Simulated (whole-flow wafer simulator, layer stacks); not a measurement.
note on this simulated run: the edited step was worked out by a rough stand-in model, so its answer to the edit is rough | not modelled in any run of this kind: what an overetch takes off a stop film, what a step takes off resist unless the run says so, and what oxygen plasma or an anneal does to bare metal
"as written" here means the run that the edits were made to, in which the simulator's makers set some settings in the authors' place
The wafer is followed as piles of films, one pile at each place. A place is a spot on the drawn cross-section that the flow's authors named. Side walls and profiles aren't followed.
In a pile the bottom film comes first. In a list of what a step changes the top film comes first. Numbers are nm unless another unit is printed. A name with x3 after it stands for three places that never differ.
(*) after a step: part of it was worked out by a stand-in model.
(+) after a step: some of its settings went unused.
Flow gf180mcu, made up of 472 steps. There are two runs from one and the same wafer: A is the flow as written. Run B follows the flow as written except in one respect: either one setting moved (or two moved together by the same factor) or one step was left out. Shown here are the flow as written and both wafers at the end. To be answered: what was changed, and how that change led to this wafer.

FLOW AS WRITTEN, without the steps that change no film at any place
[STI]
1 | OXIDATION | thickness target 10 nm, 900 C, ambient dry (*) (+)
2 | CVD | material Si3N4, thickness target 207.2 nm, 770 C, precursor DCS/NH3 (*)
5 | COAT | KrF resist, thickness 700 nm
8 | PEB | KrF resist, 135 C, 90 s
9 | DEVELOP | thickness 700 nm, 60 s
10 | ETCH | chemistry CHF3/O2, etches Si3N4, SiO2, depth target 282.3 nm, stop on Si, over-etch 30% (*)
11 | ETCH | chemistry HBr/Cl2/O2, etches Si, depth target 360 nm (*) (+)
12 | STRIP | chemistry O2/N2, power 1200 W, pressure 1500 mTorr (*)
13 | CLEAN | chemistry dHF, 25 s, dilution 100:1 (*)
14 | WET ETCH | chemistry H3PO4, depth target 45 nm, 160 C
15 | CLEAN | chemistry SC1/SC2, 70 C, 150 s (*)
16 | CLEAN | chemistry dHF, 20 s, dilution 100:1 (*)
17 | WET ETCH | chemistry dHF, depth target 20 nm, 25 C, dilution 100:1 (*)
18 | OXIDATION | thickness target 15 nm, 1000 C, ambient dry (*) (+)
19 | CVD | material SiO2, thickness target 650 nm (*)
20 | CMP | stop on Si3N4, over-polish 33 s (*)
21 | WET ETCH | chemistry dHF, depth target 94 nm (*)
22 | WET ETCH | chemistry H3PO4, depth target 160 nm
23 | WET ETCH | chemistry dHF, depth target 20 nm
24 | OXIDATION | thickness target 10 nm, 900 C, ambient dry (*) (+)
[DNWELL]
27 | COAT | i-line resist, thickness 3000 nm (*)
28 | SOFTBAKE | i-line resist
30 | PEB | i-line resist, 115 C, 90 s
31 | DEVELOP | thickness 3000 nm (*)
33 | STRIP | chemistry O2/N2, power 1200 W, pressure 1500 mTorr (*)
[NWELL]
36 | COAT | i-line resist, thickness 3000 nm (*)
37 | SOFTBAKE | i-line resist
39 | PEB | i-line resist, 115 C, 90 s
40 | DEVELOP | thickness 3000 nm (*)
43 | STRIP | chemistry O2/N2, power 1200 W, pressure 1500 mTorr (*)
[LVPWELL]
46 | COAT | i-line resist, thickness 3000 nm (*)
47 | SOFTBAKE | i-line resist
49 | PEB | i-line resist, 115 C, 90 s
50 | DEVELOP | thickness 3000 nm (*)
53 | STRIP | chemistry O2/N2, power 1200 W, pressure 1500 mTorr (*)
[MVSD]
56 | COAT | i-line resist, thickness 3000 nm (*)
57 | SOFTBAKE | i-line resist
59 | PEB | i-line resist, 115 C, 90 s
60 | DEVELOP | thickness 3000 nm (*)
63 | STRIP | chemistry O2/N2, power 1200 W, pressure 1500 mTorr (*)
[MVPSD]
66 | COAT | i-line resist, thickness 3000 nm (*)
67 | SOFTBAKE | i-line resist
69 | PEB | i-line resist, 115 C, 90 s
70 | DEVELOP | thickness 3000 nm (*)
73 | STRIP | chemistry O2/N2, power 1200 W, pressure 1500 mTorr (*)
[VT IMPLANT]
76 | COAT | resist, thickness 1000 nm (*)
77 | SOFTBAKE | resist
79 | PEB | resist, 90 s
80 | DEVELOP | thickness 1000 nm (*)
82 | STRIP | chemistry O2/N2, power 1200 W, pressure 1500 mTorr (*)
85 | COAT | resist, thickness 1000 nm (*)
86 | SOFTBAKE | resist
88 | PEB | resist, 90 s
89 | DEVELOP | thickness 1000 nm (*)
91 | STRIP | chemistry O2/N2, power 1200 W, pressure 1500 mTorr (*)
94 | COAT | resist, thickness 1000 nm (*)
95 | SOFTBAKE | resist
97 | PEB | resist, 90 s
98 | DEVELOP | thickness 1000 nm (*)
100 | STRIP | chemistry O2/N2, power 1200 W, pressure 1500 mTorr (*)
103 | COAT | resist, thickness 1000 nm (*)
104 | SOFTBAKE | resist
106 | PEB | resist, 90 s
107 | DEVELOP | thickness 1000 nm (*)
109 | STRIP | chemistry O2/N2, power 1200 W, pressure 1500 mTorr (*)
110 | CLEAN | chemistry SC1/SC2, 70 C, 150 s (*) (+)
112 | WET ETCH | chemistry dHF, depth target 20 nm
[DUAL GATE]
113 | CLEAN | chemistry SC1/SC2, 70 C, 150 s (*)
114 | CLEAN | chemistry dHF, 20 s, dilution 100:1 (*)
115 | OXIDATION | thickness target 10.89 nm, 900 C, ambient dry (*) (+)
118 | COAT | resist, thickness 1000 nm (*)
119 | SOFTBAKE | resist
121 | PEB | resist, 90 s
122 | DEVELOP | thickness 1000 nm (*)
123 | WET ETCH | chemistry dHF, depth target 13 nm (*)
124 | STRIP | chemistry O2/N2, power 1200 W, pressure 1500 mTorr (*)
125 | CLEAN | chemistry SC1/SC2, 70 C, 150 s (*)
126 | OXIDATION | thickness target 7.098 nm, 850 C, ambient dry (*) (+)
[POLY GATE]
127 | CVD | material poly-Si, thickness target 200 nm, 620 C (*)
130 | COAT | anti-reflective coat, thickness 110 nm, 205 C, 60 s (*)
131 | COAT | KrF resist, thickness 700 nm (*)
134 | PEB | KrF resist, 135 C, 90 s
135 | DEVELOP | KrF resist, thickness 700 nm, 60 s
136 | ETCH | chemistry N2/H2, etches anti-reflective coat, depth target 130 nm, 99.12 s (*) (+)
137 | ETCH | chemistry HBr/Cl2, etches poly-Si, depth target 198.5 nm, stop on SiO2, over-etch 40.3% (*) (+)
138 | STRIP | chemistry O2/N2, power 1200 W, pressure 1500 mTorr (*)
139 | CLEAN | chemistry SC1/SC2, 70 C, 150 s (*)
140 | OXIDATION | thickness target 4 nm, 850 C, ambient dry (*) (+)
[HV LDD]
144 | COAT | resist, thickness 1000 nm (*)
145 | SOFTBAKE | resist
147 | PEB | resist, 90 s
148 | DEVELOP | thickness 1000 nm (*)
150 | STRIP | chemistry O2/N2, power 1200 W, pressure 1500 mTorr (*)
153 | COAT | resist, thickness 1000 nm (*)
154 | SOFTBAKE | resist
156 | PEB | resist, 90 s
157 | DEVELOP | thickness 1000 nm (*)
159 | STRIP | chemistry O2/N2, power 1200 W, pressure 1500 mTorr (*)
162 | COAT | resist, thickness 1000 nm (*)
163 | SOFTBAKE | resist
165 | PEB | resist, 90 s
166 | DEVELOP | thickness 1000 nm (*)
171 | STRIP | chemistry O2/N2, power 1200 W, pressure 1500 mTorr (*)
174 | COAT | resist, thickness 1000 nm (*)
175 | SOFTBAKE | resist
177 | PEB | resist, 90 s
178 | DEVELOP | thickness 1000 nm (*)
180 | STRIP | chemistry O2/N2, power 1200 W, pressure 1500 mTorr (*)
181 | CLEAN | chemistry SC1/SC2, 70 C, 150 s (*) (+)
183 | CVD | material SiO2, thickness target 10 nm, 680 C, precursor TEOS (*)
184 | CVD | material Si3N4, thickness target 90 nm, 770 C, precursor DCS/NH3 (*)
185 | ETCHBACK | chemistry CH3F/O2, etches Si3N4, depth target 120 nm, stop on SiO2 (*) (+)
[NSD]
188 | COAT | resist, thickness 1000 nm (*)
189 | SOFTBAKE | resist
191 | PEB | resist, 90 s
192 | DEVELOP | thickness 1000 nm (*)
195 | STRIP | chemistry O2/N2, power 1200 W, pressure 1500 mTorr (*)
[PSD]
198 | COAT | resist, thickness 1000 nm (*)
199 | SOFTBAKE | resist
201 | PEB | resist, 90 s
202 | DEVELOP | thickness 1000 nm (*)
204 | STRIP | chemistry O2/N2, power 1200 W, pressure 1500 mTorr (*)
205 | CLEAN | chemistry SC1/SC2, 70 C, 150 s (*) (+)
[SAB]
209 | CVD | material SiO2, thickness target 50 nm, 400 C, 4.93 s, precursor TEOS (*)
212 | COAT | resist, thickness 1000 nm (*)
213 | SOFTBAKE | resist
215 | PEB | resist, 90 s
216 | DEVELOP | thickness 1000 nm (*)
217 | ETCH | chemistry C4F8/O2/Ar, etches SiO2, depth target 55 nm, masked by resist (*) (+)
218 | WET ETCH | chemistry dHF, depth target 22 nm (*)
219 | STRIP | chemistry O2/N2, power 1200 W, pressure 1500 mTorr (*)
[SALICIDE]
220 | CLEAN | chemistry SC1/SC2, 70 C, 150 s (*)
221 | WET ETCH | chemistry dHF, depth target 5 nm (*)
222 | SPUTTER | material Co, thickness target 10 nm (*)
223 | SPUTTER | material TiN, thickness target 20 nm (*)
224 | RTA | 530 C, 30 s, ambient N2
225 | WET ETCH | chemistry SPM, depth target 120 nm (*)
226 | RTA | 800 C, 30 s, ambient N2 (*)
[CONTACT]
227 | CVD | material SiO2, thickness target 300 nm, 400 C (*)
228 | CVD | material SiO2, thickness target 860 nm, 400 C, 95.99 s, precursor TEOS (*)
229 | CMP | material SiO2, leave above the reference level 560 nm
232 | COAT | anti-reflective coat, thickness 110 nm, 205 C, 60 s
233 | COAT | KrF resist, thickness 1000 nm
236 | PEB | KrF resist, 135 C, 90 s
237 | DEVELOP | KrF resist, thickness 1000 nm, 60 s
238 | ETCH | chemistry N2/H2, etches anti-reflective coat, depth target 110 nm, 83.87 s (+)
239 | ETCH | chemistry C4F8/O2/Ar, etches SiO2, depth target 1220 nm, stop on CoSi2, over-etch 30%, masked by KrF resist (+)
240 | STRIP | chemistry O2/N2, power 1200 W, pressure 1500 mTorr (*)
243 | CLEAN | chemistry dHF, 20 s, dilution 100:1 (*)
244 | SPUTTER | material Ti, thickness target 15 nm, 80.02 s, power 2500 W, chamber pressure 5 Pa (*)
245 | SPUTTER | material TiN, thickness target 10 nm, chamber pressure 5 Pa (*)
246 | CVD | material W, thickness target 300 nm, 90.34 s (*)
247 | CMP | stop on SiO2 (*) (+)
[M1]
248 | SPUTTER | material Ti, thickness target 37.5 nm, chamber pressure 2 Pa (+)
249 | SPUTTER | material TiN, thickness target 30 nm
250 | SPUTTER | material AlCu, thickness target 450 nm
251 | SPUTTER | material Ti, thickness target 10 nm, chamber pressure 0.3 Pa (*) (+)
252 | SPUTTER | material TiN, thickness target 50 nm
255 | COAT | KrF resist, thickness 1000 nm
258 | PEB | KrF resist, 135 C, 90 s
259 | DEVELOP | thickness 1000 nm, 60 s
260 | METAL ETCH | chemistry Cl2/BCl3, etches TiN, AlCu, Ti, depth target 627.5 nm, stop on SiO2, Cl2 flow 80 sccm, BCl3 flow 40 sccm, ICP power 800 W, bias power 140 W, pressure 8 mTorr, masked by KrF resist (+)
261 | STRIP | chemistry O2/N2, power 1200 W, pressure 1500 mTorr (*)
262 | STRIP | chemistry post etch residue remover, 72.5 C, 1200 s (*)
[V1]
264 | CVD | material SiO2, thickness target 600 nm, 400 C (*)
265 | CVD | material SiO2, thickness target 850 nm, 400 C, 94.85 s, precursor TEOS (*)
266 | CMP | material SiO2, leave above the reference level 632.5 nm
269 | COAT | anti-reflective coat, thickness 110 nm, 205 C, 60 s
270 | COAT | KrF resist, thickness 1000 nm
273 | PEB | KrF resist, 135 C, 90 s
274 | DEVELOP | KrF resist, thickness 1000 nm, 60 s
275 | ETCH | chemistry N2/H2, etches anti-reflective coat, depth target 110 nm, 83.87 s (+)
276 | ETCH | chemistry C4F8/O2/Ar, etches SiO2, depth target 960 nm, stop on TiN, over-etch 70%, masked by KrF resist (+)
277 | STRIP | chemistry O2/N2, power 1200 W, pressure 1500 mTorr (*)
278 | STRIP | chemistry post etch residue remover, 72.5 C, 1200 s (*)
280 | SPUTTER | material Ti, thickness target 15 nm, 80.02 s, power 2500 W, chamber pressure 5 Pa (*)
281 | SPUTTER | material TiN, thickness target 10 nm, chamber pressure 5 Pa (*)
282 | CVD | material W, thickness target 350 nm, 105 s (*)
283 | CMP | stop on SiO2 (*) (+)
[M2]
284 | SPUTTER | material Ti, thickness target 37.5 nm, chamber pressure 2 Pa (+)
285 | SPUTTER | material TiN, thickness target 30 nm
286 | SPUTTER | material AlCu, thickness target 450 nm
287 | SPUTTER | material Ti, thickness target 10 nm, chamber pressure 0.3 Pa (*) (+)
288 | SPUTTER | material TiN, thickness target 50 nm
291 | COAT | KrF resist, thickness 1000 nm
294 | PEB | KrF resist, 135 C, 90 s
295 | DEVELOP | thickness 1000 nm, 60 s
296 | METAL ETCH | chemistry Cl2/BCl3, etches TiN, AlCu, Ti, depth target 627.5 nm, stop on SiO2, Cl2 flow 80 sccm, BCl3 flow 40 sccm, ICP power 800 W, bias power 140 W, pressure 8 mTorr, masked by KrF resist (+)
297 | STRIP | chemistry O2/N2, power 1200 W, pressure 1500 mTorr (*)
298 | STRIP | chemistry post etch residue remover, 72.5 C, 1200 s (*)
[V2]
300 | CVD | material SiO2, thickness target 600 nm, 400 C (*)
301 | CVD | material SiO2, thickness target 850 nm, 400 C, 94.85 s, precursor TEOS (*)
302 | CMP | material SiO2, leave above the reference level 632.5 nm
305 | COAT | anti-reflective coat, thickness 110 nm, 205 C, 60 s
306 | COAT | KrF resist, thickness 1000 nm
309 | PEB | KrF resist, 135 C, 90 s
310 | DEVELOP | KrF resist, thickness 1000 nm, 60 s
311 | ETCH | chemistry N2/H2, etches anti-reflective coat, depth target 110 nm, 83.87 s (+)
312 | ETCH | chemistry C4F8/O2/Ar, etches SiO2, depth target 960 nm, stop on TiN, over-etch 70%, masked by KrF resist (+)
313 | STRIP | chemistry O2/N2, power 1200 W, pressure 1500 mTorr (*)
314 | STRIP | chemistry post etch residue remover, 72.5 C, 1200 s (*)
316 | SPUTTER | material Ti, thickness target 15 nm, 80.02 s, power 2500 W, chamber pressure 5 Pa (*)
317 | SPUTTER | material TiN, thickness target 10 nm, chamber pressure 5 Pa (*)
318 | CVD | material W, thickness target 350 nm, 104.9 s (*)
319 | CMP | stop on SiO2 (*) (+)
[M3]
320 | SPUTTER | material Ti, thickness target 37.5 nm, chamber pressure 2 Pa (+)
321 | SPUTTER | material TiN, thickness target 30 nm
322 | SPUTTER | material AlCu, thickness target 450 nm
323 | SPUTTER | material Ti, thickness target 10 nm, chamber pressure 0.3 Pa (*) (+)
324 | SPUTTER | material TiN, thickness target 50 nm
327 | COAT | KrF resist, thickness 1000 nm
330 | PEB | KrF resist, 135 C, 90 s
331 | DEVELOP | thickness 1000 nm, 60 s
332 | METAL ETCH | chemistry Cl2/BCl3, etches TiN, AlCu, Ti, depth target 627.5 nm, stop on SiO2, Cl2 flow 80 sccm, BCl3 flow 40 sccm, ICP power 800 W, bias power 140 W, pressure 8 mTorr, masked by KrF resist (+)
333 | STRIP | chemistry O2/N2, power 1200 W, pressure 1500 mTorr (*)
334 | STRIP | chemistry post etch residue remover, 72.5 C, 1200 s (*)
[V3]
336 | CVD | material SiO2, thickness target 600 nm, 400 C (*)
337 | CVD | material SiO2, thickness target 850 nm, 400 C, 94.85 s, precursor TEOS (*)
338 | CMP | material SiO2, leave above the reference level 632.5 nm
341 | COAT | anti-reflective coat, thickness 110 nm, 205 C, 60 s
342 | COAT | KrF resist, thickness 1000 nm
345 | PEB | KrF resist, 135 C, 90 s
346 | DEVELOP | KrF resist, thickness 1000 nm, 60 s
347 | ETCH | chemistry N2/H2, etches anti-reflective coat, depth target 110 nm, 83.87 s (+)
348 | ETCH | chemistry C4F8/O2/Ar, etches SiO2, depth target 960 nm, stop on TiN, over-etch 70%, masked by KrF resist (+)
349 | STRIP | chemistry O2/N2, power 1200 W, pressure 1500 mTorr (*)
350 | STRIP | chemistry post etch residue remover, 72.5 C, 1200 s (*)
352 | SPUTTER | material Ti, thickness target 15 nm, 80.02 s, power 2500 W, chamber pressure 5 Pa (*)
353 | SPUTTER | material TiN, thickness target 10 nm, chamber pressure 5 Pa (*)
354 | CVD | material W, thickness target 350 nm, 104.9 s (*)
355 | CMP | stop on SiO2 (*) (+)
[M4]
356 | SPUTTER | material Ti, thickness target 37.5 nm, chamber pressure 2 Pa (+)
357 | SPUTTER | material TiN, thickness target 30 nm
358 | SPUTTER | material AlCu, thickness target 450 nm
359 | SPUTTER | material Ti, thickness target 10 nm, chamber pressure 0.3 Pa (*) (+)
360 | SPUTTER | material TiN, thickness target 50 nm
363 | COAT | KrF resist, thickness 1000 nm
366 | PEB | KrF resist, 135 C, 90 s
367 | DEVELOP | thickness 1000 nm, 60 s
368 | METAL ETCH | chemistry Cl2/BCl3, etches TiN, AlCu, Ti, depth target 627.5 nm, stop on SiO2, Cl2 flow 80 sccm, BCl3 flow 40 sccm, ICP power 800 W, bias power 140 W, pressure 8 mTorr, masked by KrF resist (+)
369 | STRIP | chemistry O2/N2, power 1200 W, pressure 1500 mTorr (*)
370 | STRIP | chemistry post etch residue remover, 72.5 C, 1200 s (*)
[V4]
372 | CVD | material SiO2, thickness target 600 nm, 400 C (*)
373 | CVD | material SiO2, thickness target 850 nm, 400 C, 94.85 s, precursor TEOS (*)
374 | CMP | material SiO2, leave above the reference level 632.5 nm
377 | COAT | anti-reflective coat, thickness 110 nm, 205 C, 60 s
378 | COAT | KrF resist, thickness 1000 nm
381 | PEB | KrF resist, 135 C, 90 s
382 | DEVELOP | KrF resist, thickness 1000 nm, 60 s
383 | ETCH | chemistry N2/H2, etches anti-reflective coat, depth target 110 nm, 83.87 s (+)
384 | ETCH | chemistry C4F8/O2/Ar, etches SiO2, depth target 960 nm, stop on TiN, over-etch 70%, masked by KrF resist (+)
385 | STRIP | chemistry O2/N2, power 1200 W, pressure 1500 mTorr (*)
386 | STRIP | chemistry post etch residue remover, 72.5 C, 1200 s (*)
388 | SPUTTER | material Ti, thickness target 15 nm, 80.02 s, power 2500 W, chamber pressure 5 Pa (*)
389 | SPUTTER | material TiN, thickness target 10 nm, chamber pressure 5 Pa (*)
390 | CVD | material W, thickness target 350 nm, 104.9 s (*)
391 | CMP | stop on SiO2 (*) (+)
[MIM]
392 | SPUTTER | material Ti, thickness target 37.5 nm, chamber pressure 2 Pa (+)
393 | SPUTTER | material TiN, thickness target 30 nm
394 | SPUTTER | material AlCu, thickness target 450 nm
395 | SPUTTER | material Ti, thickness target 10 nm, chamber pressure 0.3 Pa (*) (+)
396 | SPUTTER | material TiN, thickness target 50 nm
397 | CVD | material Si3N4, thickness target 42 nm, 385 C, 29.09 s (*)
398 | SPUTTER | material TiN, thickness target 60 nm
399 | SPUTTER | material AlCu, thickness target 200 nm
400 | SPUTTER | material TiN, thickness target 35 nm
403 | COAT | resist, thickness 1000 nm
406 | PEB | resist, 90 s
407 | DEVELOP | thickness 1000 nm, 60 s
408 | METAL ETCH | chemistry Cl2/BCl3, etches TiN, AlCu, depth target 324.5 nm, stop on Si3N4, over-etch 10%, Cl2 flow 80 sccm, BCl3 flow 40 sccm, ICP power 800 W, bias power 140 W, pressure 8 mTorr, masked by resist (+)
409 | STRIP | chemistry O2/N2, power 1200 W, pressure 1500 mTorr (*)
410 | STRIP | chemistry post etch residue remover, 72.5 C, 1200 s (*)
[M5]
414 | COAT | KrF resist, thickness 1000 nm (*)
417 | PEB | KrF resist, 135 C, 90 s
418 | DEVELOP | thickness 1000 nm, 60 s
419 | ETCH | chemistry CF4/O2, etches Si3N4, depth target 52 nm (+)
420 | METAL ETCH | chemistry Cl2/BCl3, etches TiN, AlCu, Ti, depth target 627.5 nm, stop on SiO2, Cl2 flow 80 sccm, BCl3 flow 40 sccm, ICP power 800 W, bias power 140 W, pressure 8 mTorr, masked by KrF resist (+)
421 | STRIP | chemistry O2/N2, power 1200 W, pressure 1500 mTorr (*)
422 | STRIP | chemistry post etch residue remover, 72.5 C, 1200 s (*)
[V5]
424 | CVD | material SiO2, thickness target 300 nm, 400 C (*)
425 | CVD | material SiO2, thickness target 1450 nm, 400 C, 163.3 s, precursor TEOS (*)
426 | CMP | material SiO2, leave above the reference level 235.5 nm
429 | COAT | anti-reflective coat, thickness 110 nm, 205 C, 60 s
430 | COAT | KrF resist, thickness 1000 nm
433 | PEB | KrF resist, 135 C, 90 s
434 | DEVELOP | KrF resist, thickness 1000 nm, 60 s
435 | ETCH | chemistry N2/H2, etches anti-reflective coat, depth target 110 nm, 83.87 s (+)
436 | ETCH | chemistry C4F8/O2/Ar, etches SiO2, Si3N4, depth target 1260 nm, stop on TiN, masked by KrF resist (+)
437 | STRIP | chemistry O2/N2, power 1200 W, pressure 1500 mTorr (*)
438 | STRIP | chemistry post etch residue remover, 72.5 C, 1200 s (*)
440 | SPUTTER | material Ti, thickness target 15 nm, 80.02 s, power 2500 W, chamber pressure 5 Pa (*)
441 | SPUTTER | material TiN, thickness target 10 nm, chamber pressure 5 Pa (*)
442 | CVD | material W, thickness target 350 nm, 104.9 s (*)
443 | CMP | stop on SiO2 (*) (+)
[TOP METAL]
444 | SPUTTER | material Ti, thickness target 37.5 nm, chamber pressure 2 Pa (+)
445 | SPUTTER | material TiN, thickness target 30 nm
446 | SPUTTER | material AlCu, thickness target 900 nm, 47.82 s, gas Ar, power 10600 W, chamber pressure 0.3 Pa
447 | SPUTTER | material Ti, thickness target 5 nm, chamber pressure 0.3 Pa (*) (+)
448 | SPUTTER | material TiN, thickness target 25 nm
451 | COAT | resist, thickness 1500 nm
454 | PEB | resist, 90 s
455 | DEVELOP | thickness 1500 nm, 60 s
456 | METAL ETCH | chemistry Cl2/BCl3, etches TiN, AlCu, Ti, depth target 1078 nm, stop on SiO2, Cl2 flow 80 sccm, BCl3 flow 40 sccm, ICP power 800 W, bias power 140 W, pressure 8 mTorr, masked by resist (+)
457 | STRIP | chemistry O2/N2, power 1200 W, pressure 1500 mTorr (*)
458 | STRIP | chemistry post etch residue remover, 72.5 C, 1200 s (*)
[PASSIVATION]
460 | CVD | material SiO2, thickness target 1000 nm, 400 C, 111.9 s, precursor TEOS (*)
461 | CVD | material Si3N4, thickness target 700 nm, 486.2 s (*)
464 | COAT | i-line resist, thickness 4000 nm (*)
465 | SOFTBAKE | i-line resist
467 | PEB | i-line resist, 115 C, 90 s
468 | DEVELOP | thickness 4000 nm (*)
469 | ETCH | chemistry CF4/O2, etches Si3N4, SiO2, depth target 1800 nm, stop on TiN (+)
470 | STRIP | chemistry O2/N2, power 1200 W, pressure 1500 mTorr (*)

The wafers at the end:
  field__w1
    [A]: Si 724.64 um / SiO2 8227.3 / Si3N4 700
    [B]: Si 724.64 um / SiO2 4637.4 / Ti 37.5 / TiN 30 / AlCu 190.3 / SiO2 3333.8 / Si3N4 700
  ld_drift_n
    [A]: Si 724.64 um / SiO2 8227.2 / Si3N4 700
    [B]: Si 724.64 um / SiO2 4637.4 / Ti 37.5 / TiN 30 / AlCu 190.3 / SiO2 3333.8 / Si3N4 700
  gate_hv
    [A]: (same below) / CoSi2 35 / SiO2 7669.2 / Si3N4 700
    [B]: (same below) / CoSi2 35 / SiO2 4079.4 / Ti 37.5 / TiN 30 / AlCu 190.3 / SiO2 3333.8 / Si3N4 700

What caused this: step 354, CVD: thickness target 175 nm was run, though the flow has thickness target 350 nm; step 368, METAL ETCH: depth target 314 nm was run, where the flow has depth target 627.5 nm.

Step by step, how the change led to this:
  354 | CVD | material W, thickness target 350 nm, 104.9 s (*)
      field, field__w1, field__w2 and 107 more: A W gains 350 (new film) | B W gains 175 (new film)
      contact: A W gains 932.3 (new film) | B W gains 757.3 (new film)
  355 | CMP | stop on SiO2 (*) (+)
      field, field__w1, field__w2 and 107 more: A W loses 350 (all of it), TiN loses 10 (all of it), Ti loses 15 (all of it), SiO2 loses 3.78 | B W loses 175 (all of it), TiN loses 10 (all of it), Ti loses 15 (all of it), SiO2 loses 2.02
      contact: A W loses 378.8 | B W loses 202
  368 | METAL ETCH | chemistry Cl2/BCl3, etches TiN, AlCu, Ti, depth target 627.5 nm, stop on SiO2, Cl2 flow 80 sccm, BCl3 flow 40 sccm, ICP power 800 W, bias power 140 W, pressure 8 mTorr, masked by KrF resist (+)
      field, field__w1, field__w2 and 103 more: A TiN loses 50 (all of it), Ti loses 10 (all of it), AlCu loses 450 (all of it), TiN loses 30 (all of it), Ti loses 37.5 (all of it) | B TiN loses 50 (all of it), Ti loses 10 (all of it), AlCu loses 254
      field__w8, contact, m1, m1__w1, m1_nw: A KrF resist loses 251 | B KrF resist loses 125.6
  369 | STRIP | chemistry O2/N2, power 1200 W, pressure 1500 mTorr (*)
      field__w8, contact, m1, m1__w1, m1_nw: A KrF resist loses 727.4 (all of it) | B KrF resist loses 852.8 (all of it)
  370 | STRIP | chemistry post etch residue remover, 72.5 C, 1200 s (*)
      field, field__w1, field__w2 and 103 more: A nothing | B AlCu loses 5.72
  372 | CVD | material SiO2, thickness target 600 nm, 400 C (*)
      field, field__w1, field__w2 and 103 more: A SiO2 gains 600 | B SiO2 gains 600 (new film)
  374 | CMP | material SiO2, leave above the reference level 632.5 nm
      field, field__w1, field__w2 and 103 more: A SiO2 loses 300 | B SiO2 loses 557.8
Taking metal films that touch as one body, field__w1 has 1 body; the flow as written gives 0 bodies.
Taking metal films that touch as one body, ld_drift_n has 1 body; the flow as written gives 0 bodies.
Taking metal films that touch as one body, gate_hv has 2 bodies (between them, from the top down: SiO2 4079.4); the flow as written gives 1 body.
